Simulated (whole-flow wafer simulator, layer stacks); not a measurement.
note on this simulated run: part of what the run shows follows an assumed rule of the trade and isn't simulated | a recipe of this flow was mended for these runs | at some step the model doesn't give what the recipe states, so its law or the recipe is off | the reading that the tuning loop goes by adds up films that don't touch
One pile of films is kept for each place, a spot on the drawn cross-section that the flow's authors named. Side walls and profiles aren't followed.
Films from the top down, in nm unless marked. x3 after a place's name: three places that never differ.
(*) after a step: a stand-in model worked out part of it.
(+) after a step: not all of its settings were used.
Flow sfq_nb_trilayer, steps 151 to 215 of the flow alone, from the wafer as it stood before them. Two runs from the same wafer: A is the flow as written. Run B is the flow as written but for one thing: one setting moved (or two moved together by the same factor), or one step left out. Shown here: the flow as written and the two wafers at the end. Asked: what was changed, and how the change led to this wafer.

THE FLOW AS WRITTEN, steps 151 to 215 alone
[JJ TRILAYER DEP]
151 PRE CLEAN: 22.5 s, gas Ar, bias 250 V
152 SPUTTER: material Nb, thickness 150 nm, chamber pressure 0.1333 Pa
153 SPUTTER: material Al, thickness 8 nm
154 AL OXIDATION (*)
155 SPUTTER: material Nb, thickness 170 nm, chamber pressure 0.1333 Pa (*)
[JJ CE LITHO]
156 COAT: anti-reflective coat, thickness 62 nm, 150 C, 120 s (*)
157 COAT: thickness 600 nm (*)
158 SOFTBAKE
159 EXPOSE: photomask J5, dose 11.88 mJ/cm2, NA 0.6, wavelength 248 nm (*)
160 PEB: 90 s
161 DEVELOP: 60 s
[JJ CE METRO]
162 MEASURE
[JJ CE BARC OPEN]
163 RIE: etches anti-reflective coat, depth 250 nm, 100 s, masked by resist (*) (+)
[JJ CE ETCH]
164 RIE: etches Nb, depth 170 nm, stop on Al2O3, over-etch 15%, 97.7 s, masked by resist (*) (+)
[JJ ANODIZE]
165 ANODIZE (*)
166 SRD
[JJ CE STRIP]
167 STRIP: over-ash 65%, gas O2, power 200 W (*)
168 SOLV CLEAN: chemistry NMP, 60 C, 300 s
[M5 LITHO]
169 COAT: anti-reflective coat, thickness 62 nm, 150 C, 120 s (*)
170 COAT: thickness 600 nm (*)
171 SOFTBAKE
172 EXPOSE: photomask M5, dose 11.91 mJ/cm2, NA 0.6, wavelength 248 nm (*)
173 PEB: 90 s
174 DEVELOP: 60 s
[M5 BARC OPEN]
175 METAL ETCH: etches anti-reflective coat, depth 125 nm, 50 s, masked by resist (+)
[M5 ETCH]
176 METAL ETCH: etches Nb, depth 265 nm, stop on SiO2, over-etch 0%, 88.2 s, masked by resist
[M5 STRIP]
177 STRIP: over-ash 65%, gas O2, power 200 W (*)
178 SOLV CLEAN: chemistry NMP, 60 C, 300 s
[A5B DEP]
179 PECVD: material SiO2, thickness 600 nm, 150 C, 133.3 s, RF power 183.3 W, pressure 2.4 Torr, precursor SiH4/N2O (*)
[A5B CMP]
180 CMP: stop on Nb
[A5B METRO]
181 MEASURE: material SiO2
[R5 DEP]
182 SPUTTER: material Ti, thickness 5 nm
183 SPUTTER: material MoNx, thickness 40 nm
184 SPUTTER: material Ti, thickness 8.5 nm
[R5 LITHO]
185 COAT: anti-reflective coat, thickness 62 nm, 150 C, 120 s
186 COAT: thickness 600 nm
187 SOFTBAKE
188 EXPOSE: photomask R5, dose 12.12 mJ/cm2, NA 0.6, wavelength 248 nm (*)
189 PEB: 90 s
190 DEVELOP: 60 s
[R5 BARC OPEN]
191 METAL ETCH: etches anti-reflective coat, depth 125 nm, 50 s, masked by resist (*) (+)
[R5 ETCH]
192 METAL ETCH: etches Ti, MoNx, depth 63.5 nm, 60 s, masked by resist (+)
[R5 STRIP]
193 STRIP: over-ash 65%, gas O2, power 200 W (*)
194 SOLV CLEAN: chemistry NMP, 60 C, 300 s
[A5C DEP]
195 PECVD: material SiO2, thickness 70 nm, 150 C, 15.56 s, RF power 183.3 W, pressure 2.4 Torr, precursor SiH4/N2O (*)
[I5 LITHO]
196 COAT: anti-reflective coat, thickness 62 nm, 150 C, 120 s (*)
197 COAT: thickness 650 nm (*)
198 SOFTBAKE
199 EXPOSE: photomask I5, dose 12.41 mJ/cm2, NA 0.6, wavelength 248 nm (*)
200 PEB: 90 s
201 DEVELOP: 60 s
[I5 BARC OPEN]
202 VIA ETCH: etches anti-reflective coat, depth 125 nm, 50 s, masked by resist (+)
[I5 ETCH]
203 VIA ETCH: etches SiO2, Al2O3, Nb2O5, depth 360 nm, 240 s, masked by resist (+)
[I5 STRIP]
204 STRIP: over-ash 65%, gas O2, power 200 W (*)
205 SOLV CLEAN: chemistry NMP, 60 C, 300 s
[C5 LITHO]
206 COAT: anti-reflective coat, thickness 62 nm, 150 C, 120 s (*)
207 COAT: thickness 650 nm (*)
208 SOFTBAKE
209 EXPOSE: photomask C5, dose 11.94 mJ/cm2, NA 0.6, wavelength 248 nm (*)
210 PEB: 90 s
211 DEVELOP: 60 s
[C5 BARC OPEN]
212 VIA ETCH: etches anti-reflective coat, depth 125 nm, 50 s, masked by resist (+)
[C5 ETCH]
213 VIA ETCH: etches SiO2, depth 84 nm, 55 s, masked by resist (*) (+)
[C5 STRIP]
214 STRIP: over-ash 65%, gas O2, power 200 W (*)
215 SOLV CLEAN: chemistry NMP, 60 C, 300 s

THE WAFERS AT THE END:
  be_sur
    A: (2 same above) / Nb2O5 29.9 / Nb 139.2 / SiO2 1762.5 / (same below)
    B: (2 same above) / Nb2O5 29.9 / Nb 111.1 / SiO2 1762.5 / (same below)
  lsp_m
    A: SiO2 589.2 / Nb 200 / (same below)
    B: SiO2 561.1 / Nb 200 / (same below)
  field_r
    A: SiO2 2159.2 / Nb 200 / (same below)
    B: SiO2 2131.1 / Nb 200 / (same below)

The cause: step 152, SPUTTER: thickness 121.9 nm was run, where the flow has thickness 150 nm.

How the change led to this, step by step:
  152 SPUTTER: material Nb, thickness 150 nm, chamber pressure 0.1333 Pa
      field_l, v_sur, via_sp and 100 more: A Nb +150 (new film) | B Nb +121.9 (new film)
      via_wl, via_w, via_wr: A Nb +129.8 | B Nb +105.3
  156 COAT: anti-reflective coat, thickness 62 nm, 150 C, 120 s (*)
      via_wl, via_wr: A anti-reflective coat +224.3 (new film) | B anti-reflective coat +217 (new film)
      via_w: A anti-reflective coat +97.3 (new film) | B anti-reflective coat +94.8 (new film)
  163 RIE: etches anti-reflective coat, depth 250 nm, 100 s, masked by resist (*) (+)
      via_wl, via_wr: A anti-reflective coat -224.3 (all of it) | B anti-reflective coat -217 (all of it)
      via_w: A anti-reflective coat -97.3 (all of it) | B anti-reflective coat -94.8 (all of it)
  169 COAT: anti-reflective coat, thickness 62 nm, 150 C, 120 s (*)
      via_wl, via_wr: A anti-reflective coat +184 (new film) | B anti-reflective coat +179.5 (new film)
  176 METAL ETCH: etches Nb, depth 265 nm, stop on SiO2, over-etch 0%, 88.2 s, masked by resist
      field_l, res, r_end and 47 more: A Al2O3 -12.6 (all of it), Nb2O5 -29.9 (all of it), Nb -139.2 (all of it), SiO2 -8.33 | B Al2O3 -12.6 (all of it), Nb2O5 -29.9 (all of it), Nb -111.1 (all of it), SiO2 -11.1
      r_sur, wl_a_sl, wl_a_m6: A Al2O3 -12.5 (all of it), Nb2O5 -29.9 (all of it), Nb -139.2 (all of it), SiO2 -8.33 | B Al2O3 -12.5 (all of it), Nb2O5 -29.9 (all of it), Nb -111.1 (all of it), SiO2 -11.1
  177 STRIP: over-ash 65%, gas O2, power 200 W (*)
      via_wl: A KrF-resist-other-grade -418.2 (all of it), anti-reflective coat -184 (all of it) | B KrF-resist-other-grade -419.3 (all of it), anti-reflective coat -179.5 (all of it)
      via_wr: A KrF-resist-other-grade -419.2 (all of it), anti-reflective coat -184 (all of it) | B KrF-resist-other-grade -420.4 (all of it), anti-reflective coat -179.5 (all of it)
  180 CMP: stop on Nb
      field_l, lsp_m, ln_m6 and 44 more: A SiO2 -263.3 | B SiO2 -288.6
      r_sur, res, r_end, moat, field_r, lsp_l: A SiO2 -256.4 | B SiO2 -288.6
